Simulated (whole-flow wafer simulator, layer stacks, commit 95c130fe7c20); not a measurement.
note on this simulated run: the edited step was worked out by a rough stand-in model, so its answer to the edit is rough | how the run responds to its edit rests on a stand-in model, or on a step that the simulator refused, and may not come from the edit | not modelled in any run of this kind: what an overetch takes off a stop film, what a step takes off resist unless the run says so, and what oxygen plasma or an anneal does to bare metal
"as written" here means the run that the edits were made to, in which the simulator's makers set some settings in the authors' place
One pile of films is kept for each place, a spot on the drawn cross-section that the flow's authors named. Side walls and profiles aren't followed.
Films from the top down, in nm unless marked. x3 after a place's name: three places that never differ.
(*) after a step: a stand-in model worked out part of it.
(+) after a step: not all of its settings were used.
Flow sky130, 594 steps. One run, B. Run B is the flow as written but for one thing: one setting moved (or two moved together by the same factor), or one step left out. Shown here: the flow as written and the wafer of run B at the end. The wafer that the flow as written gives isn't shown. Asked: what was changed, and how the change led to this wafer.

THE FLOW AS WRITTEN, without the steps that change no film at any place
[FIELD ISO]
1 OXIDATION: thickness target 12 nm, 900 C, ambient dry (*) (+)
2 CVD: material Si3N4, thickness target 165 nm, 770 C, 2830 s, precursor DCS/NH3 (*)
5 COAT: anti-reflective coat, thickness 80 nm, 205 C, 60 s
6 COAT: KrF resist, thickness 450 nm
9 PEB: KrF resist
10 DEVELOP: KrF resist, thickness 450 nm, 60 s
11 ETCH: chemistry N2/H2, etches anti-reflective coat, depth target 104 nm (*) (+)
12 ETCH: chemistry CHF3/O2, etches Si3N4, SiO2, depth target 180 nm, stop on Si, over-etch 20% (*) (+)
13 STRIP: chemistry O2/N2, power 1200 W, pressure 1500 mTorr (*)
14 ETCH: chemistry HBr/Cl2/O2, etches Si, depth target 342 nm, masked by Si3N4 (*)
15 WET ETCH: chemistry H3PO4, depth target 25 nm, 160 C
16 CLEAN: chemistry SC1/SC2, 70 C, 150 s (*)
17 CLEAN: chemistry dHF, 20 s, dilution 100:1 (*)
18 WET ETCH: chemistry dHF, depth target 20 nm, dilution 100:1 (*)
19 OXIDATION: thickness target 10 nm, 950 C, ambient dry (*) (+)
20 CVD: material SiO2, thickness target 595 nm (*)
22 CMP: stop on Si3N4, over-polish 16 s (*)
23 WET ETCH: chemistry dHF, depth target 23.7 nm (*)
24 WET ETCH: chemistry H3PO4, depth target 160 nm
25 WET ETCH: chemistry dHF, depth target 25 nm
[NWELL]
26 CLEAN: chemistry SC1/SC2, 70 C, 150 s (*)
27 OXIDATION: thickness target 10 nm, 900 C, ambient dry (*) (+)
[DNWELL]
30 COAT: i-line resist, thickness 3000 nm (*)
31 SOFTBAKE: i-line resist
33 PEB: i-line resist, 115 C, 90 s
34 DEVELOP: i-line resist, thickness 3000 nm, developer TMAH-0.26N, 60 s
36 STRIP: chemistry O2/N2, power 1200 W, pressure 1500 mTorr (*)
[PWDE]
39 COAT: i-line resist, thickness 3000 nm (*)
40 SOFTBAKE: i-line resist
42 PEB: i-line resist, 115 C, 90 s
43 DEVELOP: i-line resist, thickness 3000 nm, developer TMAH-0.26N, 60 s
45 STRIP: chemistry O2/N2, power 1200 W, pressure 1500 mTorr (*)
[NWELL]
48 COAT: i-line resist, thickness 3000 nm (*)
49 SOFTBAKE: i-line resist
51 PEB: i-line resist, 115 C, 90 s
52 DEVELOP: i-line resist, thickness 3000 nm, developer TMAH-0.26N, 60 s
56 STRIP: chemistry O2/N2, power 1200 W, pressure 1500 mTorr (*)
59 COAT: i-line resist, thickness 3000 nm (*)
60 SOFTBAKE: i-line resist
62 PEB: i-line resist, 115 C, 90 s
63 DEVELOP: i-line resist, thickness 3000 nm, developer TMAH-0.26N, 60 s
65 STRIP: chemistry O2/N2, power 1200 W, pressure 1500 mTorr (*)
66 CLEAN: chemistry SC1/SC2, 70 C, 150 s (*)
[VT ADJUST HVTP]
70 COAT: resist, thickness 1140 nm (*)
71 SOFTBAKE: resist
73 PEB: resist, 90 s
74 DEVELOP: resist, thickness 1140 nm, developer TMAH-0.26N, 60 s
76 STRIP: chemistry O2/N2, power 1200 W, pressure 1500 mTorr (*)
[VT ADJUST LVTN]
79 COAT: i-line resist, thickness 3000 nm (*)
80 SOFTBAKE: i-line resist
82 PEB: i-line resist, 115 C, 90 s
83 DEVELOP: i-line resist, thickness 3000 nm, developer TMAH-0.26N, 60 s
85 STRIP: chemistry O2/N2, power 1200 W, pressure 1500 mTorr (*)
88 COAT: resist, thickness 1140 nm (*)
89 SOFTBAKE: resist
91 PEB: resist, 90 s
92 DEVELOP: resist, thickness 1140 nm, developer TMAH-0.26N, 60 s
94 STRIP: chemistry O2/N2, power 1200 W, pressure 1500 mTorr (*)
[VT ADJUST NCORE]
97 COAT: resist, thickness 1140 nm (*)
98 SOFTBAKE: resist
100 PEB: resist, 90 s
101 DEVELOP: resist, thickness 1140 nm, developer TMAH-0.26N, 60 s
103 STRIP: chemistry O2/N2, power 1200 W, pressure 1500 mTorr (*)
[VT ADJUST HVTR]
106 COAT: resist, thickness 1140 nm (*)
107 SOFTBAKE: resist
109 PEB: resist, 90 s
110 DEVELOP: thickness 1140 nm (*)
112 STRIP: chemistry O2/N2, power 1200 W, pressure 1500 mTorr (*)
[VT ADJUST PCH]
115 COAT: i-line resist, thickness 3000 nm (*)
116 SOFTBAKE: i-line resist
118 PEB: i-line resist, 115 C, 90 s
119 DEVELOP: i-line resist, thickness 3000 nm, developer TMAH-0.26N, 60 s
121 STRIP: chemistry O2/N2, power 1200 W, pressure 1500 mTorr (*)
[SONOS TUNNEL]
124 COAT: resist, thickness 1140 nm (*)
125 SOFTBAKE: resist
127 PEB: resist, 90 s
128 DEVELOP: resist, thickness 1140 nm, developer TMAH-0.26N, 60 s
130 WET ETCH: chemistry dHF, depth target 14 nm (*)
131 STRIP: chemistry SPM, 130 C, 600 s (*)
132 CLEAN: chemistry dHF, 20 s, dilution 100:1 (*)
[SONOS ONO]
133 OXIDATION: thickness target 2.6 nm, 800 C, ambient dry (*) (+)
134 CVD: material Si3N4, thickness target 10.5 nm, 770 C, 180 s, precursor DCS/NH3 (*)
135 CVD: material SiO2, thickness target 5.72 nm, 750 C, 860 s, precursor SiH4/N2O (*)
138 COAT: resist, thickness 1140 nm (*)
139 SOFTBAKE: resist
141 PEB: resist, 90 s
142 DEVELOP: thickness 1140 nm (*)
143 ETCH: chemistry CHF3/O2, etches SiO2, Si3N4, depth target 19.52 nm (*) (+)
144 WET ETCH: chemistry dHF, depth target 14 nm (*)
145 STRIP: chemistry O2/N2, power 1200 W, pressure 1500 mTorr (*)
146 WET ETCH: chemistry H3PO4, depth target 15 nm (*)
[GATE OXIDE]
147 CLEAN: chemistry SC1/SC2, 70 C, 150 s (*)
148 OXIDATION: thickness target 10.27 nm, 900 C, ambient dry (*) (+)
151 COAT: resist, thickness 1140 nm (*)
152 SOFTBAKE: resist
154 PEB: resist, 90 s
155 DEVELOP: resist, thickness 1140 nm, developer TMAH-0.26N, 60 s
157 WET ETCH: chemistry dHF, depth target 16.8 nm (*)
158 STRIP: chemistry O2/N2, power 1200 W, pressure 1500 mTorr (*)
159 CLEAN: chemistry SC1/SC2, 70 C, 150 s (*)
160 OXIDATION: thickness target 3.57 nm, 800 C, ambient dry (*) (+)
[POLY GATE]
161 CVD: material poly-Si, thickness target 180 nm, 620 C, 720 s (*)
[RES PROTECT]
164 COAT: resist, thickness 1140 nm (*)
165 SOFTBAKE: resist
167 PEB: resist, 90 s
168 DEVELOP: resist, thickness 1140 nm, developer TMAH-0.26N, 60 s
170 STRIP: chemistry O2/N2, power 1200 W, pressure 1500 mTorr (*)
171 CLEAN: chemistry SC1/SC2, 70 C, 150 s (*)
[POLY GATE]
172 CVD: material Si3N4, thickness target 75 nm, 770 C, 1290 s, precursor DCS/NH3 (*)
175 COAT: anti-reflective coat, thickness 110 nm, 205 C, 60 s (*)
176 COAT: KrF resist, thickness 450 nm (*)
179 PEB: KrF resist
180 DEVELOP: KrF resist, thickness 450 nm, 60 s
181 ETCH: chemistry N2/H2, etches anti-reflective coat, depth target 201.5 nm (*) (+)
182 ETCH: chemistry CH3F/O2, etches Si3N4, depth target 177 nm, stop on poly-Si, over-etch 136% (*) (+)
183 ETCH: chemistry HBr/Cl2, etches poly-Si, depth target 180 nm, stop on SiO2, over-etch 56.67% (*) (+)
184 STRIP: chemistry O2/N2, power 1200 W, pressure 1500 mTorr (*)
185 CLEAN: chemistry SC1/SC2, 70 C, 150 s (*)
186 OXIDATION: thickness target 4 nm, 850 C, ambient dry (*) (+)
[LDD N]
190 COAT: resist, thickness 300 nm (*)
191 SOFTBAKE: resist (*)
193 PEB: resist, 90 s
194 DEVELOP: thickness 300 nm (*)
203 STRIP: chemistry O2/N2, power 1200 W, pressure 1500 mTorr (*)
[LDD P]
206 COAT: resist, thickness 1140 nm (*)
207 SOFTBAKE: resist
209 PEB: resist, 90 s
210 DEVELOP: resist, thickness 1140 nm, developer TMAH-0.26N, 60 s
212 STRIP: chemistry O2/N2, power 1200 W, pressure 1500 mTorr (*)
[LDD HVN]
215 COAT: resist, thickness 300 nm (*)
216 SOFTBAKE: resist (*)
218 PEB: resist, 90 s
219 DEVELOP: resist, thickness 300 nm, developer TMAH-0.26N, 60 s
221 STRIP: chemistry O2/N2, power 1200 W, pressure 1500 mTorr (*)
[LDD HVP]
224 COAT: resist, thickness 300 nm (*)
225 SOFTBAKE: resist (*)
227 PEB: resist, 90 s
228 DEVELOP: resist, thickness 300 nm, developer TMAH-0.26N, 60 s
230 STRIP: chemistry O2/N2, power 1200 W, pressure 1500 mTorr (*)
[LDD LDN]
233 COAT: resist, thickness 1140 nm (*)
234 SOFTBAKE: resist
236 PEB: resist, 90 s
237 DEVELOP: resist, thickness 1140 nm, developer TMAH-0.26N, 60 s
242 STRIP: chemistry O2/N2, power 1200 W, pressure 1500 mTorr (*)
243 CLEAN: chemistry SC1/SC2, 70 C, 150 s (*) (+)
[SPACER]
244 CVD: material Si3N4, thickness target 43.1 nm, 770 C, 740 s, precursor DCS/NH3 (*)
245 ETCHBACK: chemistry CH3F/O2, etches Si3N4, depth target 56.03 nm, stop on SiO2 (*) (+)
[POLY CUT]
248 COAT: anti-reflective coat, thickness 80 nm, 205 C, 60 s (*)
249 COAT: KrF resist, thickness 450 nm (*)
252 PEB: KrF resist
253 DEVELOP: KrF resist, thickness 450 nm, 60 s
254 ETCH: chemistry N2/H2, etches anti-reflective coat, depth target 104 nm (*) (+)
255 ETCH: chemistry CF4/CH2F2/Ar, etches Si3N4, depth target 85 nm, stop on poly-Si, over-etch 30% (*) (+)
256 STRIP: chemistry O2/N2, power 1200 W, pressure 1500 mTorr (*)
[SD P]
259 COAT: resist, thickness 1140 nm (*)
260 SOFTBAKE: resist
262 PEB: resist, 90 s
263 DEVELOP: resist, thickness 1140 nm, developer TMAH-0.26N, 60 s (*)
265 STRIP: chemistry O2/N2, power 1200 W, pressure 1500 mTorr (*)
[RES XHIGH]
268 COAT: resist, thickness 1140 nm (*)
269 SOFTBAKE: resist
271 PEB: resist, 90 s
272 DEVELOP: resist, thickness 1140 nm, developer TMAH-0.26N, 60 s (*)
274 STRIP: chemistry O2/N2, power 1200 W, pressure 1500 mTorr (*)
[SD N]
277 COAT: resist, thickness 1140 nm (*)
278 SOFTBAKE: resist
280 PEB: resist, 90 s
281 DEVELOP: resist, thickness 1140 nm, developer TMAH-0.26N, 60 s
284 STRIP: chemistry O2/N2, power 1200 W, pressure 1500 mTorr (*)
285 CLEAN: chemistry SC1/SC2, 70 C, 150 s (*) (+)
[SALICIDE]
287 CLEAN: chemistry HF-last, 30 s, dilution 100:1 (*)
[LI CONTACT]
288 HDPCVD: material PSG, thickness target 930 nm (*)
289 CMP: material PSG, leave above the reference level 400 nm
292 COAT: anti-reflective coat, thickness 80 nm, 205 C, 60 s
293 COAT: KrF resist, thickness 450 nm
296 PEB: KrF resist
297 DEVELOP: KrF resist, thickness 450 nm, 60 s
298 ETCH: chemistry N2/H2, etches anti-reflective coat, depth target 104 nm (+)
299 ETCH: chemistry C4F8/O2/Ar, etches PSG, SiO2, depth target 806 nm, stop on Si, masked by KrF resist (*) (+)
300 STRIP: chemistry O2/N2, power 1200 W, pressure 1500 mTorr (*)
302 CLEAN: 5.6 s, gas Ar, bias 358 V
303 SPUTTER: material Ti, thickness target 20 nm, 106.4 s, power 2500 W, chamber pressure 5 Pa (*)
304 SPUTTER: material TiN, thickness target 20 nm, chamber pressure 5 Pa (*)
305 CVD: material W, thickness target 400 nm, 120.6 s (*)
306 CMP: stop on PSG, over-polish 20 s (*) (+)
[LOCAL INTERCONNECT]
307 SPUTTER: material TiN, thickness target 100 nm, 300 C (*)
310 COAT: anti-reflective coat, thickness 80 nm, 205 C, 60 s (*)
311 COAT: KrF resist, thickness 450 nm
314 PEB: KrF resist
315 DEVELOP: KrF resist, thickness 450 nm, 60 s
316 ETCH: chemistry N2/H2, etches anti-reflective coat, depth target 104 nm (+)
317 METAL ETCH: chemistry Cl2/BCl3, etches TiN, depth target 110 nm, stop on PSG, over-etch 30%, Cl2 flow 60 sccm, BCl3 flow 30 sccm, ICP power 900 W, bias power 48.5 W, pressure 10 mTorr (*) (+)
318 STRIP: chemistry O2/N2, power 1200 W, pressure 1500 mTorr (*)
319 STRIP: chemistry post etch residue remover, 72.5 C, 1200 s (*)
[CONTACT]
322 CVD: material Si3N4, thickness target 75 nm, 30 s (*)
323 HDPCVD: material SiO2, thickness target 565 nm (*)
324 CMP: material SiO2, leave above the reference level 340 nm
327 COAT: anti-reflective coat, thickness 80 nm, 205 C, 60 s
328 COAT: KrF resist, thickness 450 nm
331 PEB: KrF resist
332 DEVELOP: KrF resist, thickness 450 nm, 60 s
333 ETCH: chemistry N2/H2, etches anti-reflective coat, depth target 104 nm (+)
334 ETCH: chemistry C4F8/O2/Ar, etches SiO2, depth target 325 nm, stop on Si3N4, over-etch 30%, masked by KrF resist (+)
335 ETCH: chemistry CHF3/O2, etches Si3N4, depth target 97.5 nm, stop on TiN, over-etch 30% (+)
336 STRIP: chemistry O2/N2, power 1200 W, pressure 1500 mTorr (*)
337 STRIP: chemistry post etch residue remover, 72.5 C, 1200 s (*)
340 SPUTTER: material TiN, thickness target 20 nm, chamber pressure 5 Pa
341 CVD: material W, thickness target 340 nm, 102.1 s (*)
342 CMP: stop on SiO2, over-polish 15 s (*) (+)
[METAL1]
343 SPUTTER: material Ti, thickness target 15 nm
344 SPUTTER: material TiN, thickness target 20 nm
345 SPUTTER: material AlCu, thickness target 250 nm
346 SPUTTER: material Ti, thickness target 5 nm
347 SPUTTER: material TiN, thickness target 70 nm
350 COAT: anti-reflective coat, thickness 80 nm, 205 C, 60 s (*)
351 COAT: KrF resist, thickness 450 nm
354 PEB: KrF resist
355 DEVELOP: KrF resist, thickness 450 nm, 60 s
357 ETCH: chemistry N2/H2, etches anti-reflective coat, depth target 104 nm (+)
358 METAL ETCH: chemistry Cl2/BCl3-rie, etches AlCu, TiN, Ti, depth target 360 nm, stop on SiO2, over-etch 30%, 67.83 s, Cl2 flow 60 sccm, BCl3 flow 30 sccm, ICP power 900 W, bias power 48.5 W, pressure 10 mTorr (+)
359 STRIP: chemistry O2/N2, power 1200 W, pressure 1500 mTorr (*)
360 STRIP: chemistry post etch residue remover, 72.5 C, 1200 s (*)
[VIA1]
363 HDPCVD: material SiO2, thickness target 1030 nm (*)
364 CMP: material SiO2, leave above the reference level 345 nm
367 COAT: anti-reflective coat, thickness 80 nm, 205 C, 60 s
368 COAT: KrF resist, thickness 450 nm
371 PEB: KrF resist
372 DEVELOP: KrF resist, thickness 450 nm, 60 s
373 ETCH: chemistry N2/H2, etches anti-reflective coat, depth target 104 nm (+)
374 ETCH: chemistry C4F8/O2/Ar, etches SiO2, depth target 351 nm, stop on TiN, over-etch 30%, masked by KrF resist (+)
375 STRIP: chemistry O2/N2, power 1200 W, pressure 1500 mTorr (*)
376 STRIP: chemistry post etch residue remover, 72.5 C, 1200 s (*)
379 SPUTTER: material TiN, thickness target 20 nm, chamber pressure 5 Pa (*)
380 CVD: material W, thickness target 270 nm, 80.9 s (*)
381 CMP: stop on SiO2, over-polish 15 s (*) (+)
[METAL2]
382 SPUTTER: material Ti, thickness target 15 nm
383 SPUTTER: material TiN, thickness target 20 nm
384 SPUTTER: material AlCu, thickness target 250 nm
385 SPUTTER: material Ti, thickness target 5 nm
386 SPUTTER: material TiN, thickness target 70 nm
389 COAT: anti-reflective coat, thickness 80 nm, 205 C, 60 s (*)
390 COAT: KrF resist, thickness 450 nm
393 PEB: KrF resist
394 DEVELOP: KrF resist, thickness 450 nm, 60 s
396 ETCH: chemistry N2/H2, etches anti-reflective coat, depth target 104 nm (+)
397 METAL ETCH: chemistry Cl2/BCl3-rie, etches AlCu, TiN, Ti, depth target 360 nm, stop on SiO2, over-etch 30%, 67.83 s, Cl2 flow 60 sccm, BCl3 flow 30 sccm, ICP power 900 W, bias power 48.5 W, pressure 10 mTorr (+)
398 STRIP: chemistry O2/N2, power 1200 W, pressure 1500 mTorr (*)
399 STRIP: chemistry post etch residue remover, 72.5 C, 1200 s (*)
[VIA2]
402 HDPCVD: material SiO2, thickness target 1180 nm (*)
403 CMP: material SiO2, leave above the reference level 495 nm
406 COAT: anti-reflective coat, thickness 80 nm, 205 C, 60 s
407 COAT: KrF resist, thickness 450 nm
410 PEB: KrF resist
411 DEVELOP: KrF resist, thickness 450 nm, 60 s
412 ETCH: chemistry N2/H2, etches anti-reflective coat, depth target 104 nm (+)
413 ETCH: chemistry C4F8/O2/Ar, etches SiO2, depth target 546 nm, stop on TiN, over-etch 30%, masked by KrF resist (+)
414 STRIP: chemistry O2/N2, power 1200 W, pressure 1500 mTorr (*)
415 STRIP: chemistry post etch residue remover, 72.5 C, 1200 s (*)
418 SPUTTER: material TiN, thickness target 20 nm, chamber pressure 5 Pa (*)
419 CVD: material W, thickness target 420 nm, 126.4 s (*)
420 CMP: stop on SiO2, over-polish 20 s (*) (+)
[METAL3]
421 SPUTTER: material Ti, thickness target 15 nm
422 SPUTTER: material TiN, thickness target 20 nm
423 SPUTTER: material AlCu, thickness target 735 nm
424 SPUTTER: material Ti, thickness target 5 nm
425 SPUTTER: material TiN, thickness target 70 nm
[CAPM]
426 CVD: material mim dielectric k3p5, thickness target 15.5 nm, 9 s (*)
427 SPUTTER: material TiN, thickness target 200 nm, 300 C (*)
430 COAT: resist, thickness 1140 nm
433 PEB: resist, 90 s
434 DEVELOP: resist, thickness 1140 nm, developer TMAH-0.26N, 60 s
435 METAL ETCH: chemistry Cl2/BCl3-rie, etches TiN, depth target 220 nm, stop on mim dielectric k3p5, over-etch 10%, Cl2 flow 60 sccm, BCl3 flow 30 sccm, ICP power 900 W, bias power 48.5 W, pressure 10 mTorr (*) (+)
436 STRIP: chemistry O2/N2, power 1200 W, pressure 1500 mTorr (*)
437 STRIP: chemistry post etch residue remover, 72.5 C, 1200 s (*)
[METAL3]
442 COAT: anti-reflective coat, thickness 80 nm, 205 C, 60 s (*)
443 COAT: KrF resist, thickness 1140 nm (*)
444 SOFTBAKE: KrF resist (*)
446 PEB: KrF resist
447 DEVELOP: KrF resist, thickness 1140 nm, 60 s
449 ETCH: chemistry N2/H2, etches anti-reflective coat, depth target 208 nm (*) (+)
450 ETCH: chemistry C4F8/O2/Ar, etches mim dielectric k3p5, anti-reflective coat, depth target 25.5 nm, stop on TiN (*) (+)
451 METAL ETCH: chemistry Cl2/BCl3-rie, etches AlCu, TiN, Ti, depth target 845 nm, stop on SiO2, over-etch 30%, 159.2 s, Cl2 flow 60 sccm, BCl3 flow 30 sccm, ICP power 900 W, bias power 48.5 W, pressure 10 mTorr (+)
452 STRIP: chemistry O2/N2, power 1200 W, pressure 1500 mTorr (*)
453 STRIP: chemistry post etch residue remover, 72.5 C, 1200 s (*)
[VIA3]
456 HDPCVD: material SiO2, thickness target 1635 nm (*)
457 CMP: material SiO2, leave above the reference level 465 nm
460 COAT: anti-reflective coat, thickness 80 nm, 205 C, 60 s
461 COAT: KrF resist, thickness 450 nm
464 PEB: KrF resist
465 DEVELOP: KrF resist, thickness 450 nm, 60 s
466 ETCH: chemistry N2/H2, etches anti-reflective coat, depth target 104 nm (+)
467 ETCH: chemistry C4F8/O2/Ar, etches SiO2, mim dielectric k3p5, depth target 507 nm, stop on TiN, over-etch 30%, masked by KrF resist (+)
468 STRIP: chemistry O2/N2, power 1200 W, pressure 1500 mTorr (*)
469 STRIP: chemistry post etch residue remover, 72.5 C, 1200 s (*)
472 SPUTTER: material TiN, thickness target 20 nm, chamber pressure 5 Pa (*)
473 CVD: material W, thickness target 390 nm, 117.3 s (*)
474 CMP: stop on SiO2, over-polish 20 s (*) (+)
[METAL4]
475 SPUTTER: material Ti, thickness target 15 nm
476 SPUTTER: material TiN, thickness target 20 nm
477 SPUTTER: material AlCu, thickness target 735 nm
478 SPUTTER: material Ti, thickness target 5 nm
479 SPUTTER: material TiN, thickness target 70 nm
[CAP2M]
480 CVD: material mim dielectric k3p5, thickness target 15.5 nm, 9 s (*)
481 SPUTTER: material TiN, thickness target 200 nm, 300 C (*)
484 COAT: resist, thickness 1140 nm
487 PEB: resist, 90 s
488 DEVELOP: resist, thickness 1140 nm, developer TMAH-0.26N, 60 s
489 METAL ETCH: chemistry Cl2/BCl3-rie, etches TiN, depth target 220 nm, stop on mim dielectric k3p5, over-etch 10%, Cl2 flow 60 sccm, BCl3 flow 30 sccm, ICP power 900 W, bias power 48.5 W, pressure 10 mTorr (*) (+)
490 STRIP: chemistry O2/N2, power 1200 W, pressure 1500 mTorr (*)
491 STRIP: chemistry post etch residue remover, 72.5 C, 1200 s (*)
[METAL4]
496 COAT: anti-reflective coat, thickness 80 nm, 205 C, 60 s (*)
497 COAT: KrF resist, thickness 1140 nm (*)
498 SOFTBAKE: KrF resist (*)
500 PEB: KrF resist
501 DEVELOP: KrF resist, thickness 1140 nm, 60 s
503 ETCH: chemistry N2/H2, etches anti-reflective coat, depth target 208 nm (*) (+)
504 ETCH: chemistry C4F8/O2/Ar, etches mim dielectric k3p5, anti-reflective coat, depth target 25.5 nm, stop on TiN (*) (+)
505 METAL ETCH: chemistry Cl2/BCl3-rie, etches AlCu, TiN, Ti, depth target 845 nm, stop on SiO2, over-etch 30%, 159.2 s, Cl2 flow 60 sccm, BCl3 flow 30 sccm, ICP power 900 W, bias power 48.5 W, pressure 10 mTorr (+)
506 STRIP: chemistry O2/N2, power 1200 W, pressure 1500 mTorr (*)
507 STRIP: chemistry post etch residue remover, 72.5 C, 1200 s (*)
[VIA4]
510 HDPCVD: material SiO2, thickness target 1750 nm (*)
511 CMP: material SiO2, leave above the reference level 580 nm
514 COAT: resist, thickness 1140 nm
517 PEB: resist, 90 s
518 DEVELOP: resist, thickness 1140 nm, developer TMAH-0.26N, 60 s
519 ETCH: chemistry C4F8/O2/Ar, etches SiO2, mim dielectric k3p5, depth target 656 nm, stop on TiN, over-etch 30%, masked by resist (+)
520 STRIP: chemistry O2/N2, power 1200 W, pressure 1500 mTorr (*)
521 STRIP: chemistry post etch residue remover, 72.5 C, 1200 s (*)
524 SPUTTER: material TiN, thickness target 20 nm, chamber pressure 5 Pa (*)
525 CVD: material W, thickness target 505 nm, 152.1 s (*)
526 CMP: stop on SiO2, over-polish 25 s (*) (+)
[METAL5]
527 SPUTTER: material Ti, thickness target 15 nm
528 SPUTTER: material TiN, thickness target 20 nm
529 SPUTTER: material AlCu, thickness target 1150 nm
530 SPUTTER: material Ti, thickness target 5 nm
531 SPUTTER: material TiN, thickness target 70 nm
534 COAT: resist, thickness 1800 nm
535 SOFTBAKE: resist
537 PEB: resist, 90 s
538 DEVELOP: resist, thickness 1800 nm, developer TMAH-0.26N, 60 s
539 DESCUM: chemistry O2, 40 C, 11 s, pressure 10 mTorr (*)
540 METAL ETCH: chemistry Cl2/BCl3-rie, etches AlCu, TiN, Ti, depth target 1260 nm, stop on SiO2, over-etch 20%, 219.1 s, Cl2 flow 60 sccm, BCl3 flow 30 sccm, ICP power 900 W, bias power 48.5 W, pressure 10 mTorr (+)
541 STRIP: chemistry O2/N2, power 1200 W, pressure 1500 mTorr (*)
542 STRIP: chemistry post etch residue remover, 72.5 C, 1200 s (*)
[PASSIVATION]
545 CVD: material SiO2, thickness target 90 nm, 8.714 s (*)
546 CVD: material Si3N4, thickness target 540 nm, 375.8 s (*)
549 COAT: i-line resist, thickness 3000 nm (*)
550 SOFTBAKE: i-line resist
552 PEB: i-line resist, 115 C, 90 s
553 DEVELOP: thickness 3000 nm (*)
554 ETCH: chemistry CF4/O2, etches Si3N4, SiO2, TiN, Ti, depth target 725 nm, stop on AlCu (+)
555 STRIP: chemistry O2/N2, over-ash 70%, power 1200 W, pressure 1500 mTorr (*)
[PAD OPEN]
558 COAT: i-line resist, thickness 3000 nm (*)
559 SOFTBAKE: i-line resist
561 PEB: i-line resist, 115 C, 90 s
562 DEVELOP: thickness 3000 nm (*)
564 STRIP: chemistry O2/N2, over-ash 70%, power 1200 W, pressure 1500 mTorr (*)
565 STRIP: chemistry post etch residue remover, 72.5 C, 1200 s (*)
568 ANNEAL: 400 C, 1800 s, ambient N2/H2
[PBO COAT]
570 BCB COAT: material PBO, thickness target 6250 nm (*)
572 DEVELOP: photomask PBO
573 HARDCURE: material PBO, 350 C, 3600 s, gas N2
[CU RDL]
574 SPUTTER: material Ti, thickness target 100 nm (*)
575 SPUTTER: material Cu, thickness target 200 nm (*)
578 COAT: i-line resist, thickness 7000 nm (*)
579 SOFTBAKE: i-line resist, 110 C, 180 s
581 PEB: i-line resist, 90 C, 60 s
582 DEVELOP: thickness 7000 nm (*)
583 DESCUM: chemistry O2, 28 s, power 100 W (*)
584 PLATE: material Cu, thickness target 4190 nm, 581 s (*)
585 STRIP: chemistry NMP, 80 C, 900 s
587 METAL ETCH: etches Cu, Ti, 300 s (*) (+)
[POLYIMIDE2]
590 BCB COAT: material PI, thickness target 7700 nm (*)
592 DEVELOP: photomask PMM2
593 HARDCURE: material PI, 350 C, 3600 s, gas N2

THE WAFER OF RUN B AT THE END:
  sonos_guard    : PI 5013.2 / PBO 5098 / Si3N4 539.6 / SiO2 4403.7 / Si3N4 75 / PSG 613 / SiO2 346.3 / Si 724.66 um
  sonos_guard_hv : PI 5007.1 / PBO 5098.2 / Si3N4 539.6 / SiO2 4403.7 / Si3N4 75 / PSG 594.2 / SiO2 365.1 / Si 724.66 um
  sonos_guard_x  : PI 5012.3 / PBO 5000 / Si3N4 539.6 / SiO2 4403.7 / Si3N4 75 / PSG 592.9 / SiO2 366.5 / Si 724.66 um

The cause: step 130, WET ETCH: depth target 22.4 nm was run, where the flow has depth target 14 nm.

How the change led to this, step by step:
  130 WET ETCH: chemistry dHF, depth target 14 nm (*)
      sonos_guard, sonos_guard_hv, sonos_guard_x: SiO2 -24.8 (as written it would be: SiO2 -15.5)
  175 COAT: anti-reflective coat, thickness 110 nm, 205 C, 60 s (*)
      sonos_guard: anti-reflective coat +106 (new film) (as written it would be: anti-reflective coat +99.1 (new film))
      sonos_guard_hv: anti-reflective coat +90.1 (new film) (as written it would be: anti-reflective coat +83.2 (new film))
      (and at 1 more place)
  181 ETCH: chemistry N2/H2, etches anti-reflective coat, depth target 201.5 nm (*) (+)
      sonos_guard: anti-reflective coat -106 (all of it), Si3N4 -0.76 (as written it would be: anti-reflective coat -99.1 (all of it), Si3N4 -0.86)
      sonos_guard_hv: anti-reflective coat -90.1 (all of it), Si3N4 -0.97 (as written it would be: anti-reflective coat -83.2 (all of it), Si3N4 -1.06)
      (and at 1 more place)
  190 COAT: resist, thickness 300 nm (*)
      sonos_guard: resist +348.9 (new film) (as written it would be: resist +341.4 (new film))
      sonos_guard_hv: resist +353.6 (new film) (as written it would be: resist +345.7 (new film))
      (and at 1 more place)
  203 STRIP: chemistry O2/N2, power 1200 W, pressure 1500 mTorr (*)
      sonos_guard: resist -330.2 (all of it) (as written it would be: resist -323 (all of it))
      sonos_guard_hv: resist -334.4 (all of it) (as written it would be: resist -326.9 (all of it))
      (and at 1 more place)
  215 COAT: resist, thickness 300 nm (*)
      sonos_guard: resist +348.9 (new film) (as written it would be: resist +341.4 (new film))
      sonos_guard_hv: resist +353.6 (new film) (as written it would be: resist +345.7 (new film))
      (and at 1 more place)
  221 STRIP: chemistry O2/N2, power 1200 W, pressure 1500 mTorr (*)
      sonos_guard: resist -330.2 (all of it) (as written it would be: resist -323 (all of it))
      sonos_guard_hv: resist -334.4 (all of it) (as written it would be: resist -326.9 (all of it))
      (and at 1 more place)
  224 COAT: resist, thickness 300 nm (*)
      sonos_guard: resist +348.9 (new film) (as written it would be: resist +341.4 (new film))
      sonos_guard_hv: resist +353.6 (new film) (as written it would be: resist +345.7 (new film))
      (and at 1 more place)
  230 STRIP: chemistry O2/N2, power 1200 W, pressure 1500 mTorr (*)
      sonos_guard: resist -330.2 (all of it) (as written it would be: resist -323 (all of it))
      sonos_guard_hv: resist -334.4 (all of it) (as written it would be: resist -326.9 (all of it))
      (and at 1 more place)
  248 COAT: anti-reflective coat, thickness 80 nm, 205 C, 60 s (*)
      m1: anti-reflective coat +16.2 (new film) (as written it would be: anti-reflective coat +16.9 (new film))
      sonos_cell: anti-reflective coat +8.87 (new film) (as written it would be: anti-reflective coat +9.56 (new film))
      (and at 6 more places)
  256 STRIP: chemistry O2/N2, power 1200 W, pressure 1500 mTorr (*)
      m1: KrF resist -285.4 (all of it), anti-reflective coat -16.2 (all of it) (as written it would be: KrF resist -284.8 (all of it), anti-reflective coat -16.9 (all of it))
      sonos_cell: KrF resist -278.7 (all of it), anti-reflective coat -8.87 (all of it) (as written it would be: KrF resist -278.4 (all of it), anti-reflective coat -9.56 (all of it))
      (and at 6 more places)
  289 CMP: material PSG, leave above the reference level 400 nm
      sonos_guard: PSG -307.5 (as written it would be: PSG -316.8)
      sonos_guard_hv: PSG -326.3 (as written it would be: PSG -335.6)
      (and at 1 more place)
